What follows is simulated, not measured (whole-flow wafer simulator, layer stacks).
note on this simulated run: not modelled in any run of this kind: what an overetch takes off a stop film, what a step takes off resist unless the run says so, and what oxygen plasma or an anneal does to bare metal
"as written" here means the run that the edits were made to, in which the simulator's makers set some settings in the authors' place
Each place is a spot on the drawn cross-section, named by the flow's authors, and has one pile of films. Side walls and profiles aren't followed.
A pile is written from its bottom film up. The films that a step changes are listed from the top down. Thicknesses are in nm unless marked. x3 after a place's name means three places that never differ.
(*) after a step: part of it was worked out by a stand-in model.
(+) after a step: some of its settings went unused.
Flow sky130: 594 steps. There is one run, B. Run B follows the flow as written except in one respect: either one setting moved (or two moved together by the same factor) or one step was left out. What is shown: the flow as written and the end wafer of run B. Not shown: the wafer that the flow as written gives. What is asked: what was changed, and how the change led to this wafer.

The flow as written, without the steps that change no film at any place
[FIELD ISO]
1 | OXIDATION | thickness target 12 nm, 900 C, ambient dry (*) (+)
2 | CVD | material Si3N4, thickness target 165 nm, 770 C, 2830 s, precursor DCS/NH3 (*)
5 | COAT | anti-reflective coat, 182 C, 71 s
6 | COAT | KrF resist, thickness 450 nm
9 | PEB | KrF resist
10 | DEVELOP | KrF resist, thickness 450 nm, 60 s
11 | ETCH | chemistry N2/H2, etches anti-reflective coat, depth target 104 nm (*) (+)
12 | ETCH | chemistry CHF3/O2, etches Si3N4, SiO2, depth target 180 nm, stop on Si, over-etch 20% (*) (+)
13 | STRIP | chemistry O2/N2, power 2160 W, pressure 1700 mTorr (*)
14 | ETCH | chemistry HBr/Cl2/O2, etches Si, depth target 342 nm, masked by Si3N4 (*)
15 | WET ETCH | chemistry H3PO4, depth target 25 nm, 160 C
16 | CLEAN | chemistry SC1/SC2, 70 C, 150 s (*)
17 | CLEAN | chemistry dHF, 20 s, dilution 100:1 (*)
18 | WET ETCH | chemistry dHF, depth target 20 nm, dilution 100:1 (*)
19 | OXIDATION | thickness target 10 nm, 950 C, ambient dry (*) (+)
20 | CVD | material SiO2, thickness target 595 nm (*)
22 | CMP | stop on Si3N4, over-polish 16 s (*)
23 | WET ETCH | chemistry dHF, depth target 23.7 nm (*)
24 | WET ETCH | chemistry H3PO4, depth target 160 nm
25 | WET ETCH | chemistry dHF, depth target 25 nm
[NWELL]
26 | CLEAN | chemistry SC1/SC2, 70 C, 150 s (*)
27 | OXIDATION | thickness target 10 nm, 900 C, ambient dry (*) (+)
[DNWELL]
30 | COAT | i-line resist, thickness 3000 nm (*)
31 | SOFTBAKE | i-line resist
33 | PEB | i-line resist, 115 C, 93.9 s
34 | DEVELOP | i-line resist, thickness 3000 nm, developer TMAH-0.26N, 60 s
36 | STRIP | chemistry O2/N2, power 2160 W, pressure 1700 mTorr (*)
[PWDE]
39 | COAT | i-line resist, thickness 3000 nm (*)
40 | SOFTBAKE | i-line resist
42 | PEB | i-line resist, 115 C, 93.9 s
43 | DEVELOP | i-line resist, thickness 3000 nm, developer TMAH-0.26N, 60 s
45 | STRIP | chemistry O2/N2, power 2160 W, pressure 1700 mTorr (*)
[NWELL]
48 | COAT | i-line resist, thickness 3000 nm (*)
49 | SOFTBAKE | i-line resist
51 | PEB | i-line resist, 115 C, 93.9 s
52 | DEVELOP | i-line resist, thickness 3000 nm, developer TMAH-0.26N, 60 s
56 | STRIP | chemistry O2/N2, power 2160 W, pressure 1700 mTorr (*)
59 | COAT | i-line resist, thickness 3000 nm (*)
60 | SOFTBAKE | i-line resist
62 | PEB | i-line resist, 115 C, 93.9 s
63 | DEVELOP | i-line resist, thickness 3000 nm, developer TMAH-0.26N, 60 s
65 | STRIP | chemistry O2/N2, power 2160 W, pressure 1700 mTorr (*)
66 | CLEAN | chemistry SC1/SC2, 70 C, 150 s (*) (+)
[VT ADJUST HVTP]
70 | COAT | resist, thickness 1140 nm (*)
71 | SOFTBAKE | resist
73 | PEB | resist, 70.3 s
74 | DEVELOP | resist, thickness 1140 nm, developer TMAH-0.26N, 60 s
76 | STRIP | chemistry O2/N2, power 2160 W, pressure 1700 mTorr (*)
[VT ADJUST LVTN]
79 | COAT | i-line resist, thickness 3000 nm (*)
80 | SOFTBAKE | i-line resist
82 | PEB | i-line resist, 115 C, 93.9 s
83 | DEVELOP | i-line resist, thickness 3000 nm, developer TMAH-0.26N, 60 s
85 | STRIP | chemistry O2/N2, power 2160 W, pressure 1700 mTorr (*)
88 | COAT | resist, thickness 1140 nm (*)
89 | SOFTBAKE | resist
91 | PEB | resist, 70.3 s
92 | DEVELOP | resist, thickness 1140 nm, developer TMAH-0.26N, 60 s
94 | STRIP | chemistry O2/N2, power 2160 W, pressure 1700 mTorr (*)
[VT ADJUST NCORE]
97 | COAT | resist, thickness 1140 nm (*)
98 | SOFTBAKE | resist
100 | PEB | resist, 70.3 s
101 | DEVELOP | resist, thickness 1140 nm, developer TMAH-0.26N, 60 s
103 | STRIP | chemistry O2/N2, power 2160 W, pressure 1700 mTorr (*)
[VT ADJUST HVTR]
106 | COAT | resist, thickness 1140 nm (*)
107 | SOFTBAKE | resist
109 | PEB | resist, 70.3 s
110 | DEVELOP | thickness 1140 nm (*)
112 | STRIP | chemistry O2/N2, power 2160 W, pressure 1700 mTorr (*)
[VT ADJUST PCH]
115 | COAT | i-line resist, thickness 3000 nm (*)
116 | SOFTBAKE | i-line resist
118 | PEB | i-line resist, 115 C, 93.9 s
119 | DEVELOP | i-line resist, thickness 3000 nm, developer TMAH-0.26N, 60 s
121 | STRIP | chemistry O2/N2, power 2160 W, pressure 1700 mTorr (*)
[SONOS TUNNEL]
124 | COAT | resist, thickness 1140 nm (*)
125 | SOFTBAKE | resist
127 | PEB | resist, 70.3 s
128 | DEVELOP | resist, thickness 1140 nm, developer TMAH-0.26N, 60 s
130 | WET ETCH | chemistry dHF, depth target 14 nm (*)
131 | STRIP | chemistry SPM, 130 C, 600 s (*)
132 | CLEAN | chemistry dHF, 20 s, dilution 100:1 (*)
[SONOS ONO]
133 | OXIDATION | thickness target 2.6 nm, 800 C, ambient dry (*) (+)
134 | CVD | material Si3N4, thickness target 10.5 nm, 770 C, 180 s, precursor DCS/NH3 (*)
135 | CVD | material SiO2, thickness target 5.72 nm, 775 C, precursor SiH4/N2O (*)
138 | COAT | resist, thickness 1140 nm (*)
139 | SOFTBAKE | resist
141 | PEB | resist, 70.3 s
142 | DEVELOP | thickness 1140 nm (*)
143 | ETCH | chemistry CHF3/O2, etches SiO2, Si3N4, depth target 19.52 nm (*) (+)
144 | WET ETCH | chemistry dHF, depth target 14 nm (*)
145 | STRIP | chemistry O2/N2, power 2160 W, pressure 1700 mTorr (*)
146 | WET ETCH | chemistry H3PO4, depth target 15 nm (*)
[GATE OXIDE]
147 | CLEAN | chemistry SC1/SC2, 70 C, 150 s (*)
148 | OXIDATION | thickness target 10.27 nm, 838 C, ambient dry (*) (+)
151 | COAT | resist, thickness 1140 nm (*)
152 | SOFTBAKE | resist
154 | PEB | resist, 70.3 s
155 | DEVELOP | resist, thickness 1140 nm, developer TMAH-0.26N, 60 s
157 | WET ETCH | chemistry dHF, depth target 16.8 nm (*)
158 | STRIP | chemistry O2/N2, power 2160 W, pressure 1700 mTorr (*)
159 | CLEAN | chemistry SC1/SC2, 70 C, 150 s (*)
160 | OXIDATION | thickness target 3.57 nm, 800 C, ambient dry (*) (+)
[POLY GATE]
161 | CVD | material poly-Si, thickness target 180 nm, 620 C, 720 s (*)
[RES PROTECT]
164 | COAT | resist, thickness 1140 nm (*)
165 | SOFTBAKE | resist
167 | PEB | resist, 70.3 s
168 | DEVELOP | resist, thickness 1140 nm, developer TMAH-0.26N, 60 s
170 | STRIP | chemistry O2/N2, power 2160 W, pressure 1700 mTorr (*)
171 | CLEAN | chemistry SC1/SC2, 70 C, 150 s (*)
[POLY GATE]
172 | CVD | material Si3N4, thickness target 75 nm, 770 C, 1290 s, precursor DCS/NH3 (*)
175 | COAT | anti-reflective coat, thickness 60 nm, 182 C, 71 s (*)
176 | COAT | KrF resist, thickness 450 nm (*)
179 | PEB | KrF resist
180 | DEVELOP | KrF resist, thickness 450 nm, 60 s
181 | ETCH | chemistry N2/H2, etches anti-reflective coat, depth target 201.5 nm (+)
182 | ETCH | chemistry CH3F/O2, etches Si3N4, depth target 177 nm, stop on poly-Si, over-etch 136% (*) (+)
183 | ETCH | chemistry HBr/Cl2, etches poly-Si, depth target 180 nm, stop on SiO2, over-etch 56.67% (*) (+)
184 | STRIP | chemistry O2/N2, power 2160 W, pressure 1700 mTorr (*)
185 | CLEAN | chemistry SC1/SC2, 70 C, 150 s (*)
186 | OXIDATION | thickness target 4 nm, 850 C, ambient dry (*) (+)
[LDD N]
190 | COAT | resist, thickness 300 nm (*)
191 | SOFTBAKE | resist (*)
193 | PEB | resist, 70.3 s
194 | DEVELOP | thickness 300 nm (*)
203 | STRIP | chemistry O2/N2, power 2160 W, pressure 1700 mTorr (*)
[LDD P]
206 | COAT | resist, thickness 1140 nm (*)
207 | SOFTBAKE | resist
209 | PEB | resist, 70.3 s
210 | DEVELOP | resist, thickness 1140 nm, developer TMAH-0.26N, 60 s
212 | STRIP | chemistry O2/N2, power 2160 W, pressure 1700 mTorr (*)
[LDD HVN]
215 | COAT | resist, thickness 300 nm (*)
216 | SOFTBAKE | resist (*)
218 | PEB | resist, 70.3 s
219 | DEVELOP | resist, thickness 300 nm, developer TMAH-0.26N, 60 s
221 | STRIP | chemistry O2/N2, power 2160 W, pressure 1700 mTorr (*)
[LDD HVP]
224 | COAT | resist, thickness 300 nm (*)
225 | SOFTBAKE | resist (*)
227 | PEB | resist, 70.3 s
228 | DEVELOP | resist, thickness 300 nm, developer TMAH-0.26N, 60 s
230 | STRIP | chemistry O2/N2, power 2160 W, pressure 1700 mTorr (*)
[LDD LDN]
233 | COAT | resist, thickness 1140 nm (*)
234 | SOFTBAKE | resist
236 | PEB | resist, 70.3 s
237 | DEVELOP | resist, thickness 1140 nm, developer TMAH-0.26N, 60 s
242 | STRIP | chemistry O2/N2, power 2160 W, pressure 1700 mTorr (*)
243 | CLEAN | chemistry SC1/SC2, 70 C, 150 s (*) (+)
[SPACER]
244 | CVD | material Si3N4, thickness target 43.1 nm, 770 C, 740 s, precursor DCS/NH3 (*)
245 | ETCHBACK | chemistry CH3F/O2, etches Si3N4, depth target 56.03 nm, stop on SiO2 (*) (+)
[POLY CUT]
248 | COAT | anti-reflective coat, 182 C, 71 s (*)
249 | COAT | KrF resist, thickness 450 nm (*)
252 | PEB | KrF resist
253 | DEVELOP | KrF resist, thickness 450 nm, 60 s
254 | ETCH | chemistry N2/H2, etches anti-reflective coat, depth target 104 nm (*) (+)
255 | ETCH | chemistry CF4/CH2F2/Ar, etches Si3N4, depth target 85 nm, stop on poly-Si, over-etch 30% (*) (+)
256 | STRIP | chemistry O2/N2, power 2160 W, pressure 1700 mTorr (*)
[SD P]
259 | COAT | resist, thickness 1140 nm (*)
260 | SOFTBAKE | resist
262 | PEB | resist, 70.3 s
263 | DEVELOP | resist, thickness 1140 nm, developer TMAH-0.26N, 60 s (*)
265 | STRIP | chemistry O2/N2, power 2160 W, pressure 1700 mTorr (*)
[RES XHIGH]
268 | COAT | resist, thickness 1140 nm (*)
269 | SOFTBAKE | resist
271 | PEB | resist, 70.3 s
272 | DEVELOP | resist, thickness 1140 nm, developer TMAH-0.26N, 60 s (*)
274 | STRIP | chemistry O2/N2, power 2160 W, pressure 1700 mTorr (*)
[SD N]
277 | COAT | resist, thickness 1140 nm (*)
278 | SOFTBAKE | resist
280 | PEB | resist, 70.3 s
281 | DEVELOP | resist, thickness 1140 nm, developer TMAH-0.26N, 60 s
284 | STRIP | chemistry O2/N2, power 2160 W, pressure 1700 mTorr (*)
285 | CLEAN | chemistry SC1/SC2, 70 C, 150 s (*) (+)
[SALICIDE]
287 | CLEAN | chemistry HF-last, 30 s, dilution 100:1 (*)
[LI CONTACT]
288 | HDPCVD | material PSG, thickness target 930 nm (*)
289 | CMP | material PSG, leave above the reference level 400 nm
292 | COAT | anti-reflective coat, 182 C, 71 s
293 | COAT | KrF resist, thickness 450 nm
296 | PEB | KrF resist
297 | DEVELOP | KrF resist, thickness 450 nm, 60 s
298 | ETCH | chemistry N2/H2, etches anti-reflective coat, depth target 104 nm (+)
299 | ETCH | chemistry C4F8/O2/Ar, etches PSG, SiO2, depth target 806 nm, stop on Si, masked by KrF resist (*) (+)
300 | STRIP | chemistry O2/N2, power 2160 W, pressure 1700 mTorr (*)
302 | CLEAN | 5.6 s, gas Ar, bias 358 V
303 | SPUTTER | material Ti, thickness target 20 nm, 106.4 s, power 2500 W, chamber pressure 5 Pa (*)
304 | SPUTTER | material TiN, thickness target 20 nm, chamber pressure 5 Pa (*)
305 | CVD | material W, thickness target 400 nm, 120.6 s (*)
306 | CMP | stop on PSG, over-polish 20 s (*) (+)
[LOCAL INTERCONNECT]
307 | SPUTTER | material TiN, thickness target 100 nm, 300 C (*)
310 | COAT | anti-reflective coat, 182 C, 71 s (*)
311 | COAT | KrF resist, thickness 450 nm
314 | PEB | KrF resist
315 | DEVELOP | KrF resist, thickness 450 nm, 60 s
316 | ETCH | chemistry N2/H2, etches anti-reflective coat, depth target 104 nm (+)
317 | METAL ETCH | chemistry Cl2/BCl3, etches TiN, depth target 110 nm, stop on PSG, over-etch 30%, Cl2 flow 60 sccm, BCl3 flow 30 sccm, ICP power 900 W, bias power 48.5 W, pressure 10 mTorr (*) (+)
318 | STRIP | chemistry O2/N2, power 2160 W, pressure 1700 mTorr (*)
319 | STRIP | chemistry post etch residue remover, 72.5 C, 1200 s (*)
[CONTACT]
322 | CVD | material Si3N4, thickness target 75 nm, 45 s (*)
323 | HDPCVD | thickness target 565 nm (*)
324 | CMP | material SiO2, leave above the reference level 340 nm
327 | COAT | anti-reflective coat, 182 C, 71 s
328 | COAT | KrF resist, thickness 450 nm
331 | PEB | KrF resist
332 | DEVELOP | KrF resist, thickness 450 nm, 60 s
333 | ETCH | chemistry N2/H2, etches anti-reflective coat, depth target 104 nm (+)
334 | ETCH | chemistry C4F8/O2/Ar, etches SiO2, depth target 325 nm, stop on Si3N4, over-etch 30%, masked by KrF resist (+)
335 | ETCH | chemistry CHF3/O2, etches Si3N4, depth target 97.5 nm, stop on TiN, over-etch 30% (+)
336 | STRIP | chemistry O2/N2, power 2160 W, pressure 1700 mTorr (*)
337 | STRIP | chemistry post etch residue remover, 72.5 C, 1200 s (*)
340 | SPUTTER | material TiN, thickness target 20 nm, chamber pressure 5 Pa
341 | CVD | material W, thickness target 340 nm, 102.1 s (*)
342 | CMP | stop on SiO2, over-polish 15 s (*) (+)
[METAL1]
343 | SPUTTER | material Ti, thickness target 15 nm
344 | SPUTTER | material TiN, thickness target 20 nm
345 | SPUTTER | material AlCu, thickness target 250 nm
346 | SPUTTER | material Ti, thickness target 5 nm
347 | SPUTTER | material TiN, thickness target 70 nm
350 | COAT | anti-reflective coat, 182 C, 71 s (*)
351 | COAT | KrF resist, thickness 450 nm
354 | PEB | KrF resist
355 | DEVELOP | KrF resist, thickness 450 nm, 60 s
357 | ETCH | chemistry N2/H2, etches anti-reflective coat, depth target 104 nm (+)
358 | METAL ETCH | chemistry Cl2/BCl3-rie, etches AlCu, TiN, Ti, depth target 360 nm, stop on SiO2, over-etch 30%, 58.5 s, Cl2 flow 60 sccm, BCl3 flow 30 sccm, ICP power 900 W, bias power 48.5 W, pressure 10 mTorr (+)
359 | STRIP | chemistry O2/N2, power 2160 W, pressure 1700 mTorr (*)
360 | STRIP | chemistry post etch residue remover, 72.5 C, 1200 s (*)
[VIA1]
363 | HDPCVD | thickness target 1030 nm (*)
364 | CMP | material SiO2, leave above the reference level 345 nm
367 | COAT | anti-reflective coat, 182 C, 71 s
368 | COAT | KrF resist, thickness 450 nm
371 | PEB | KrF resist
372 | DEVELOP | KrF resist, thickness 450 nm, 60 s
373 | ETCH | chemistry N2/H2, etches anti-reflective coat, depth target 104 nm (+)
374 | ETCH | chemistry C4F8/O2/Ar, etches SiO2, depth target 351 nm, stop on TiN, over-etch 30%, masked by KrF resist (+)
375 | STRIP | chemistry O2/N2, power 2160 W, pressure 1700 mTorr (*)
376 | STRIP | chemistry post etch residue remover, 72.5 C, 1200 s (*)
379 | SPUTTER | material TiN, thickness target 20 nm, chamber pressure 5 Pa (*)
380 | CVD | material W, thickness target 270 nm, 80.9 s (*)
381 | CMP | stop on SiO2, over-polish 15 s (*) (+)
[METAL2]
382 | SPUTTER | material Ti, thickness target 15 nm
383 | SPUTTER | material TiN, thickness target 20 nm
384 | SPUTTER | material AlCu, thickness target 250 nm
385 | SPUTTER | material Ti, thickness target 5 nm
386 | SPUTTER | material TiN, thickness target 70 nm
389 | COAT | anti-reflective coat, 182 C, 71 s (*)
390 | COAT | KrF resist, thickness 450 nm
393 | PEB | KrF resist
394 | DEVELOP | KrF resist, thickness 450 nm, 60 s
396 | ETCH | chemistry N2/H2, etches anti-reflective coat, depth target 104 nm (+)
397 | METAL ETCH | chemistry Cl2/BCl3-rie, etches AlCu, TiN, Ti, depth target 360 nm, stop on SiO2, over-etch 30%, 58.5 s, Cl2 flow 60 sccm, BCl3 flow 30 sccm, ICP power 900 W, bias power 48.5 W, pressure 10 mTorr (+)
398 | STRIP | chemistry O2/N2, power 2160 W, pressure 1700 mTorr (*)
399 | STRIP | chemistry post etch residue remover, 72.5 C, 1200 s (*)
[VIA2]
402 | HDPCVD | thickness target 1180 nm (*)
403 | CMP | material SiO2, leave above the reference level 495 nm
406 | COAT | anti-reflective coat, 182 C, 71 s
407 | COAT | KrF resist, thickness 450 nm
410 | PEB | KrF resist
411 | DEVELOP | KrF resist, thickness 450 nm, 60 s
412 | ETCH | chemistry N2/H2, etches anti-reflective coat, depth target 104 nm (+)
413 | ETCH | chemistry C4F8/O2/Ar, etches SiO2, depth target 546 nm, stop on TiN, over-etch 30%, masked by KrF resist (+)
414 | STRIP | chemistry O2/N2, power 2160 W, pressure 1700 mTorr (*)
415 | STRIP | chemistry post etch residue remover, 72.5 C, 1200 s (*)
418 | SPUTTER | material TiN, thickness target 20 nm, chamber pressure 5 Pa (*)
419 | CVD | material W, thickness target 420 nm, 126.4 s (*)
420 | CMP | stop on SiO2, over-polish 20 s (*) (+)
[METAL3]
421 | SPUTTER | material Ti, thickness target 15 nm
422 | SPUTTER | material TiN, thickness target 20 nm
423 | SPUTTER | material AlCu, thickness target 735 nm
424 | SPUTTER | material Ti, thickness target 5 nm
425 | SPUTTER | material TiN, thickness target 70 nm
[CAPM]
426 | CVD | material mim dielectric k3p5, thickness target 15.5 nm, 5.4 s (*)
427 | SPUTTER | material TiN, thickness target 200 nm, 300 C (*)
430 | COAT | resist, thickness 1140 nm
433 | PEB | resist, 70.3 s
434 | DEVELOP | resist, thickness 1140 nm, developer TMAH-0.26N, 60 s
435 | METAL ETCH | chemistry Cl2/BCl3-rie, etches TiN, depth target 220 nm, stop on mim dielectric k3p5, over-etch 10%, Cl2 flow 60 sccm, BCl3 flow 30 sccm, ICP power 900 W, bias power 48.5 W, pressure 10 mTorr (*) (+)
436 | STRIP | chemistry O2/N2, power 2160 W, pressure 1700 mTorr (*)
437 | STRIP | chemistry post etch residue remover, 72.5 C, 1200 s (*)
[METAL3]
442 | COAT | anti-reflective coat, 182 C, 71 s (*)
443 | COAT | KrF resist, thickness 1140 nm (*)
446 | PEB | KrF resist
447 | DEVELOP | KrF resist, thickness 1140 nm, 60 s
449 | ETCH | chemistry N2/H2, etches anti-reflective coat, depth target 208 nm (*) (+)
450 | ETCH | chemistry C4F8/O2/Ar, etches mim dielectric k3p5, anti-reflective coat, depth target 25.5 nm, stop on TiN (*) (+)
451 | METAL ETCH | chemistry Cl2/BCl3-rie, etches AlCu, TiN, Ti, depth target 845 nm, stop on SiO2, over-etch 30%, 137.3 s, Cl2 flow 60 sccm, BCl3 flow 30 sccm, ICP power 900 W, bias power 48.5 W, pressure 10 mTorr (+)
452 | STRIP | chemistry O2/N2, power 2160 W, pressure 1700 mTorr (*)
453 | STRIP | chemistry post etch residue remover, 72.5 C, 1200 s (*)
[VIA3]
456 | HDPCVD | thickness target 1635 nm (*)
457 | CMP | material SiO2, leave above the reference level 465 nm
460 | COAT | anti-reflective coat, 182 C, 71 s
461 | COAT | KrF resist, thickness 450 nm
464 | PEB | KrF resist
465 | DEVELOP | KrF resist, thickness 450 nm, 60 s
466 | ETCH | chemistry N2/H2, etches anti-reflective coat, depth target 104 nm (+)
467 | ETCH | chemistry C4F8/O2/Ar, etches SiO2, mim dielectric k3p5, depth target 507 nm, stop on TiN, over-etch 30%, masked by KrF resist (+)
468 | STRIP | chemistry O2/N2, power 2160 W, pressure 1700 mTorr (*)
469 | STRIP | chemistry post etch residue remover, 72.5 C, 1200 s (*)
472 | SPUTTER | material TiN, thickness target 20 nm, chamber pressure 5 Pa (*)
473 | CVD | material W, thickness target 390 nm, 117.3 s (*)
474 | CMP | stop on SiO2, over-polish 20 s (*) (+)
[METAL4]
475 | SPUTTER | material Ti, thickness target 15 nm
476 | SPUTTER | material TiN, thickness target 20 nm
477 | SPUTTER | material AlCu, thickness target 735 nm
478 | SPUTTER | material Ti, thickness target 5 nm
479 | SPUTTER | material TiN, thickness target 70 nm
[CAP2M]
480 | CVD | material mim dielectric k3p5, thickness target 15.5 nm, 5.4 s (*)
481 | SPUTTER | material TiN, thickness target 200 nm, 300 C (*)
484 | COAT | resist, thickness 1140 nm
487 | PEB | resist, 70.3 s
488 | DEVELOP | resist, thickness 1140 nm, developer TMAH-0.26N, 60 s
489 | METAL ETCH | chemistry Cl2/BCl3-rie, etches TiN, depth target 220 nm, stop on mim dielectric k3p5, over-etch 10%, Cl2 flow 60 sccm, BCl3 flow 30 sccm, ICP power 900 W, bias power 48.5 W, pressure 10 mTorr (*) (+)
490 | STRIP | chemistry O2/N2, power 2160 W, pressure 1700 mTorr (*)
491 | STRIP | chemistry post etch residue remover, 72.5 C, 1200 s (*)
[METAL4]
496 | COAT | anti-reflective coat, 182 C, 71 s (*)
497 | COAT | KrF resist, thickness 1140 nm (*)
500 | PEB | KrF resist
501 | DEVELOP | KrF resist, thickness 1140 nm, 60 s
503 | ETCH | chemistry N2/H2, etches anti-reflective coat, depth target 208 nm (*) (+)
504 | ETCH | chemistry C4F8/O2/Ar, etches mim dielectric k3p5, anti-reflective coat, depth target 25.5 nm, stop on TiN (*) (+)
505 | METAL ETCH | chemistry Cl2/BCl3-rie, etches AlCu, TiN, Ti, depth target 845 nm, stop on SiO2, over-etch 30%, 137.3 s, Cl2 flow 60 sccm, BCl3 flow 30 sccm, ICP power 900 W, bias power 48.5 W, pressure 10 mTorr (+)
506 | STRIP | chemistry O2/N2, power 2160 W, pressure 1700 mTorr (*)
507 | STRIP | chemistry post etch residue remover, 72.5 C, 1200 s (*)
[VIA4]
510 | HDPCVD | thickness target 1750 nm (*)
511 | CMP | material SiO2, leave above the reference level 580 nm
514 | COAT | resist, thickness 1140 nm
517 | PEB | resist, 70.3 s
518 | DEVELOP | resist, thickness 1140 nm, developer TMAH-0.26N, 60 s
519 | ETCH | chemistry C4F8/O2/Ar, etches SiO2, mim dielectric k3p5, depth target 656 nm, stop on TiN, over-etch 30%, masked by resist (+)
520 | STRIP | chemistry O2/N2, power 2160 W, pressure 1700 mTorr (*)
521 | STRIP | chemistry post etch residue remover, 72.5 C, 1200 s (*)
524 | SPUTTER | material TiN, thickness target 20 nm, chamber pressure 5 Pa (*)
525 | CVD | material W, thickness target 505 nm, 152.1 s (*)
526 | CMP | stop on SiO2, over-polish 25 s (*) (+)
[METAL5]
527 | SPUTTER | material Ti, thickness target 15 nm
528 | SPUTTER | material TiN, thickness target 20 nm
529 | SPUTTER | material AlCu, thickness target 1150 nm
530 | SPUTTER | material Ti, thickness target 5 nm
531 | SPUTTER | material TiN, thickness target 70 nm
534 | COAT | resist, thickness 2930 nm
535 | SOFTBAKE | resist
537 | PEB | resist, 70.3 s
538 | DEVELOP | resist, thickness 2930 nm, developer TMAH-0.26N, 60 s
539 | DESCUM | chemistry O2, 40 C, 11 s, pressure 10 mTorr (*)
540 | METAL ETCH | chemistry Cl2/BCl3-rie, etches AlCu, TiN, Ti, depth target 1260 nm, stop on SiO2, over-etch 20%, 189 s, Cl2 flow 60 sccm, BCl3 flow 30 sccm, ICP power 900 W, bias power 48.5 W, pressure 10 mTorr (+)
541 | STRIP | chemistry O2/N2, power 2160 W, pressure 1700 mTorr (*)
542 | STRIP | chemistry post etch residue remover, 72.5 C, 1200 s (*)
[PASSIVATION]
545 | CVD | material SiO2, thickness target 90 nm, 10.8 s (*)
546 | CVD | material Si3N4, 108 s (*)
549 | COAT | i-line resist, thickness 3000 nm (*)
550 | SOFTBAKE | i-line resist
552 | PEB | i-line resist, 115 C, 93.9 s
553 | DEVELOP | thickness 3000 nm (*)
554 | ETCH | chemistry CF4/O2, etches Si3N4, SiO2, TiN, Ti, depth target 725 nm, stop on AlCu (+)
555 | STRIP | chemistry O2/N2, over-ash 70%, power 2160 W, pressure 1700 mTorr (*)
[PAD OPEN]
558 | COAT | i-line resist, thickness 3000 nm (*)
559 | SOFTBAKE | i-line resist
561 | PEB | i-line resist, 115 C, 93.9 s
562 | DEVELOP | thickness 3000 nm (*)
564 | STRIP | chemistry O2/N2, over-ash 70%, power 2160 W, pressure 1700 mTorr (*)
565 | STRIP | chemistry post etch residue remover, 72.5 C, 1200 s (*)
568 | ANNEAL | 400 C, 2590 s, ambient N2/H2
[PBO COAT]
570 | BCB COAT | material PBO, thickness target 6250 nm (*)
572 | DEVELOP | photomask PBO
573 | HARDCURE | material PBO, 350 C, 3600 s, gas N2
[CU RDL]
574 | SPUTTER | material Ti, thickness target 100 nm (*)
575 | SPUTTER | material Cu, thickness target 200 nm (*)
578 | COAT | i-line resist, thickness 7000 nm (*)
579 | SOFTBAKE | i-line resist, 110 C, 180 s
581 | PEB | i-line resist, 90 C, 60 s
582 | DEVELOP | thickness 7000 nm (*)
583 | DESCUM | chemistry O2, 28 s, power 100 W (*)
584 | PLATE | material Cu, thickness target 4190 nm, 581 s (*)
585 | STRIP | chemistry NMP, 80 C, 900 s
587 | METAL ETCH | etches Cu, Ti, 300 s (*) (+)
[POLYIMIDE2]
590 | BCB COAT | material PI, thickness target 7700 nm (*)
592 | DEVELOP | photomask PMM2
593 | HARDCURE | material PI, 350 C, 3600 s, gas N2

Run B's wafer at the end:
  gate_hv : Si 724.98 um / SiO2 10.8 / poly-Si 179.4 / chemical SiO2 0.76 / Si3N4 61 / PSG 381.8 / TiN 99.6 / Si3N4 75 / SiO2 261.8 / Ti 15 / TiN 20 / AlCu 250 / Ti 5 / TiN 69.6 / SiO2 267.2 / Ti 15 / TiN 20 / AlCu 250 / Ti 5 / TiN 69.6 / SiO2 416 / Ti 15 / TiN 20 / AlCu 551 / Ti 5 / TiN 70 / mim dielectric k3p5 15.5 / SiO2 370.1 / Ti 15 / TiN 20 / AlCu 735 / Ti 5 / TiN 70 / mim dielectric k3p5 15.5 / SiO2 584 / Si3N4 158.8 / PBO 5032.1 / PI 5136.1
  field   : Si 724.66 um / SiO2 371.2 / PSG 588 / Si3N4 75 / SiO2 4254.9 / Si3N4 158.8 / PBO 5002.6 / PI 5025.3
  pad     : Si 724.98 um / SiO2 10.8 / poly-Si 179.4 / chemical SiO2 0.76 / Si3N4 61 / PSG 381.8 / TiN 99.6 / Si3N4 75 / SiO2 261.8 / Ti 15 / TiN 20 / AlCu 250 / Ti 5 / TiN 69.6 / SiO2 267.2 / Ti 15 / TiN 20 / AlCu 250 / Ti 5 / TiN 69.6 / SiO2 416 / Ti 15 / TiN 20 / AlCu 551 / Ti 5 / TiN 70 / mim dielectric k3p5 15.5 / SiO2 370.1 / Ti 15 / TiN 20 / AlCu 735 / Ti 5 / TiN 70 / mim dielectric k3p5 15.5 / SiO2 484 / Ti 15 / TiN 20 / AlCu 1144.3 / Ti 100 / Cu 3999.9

Cause: step 423, SPUTTER: thickness target 551 nm was run, while the flow as written has thickness target 735 nm.
One can read it off the wafer: gate_hv has AlCu 551, and step 423 as written asks for 735 nm.

How this came from the change, step by step:
  423 | SPUTTER | material AlCu, thickness target 735 nm
      field, active, n_well and 188 more: AlCu gains 551 (new film) (in the flow as written it would be: AlCu gains 735 (new film))
  451 | METAL ETCH | chemistry Cl2/BCl3-rie, etches AlCu, TiN, Ti, depth target 845 nm, stop on SiO2, over-etch 30%, 137.3 s, Cl2 flow 60 sccm, BCl3 flow 30 sccm, ICP power 900 W, bias power 48.5 W, pressure 10 mTorr (+)
      field, gate, spacer and 68 more: TiN loses 70 (all of it), Ti loses 5 (all of it), AlCu loses 551 (all of it), TiN loses 20 (all of it), Ti loses 15 (all of it), SiO2 loses 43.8 (in the flow as written it would be: TiN loses 70 (all of it), Ti loses 5 (all of it), AlCu loses 735 (all of it), TiN loses 20 (all of it), Ti loses 15 (all of it), SiO2 loses 25.4)
      active, vpp_ln, vpp_iso2 and 11 more: TiN loses 70 (all of it), Ti loses 5 (all of it), AlCu loses 551 (all of it), TiN loses 20 (all of it), Ti loses 15 (all of it), SiO2 loses 43.8 (in the flow as written it would be: TiN loses 70 (all of it), Ti loses 5 (all of it), AlCu loses 735 (all of it), TiN loses 20 (all of it), Ti loses 15 (all of it), SiO2 loses 25.3)
  457 | CMP | material SiO2, leave above the reference level 465 nm
      field, active, gate and 82 more: SiO2 loses 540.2 (in the flow as written it would be: SiO2 loses 374.7)
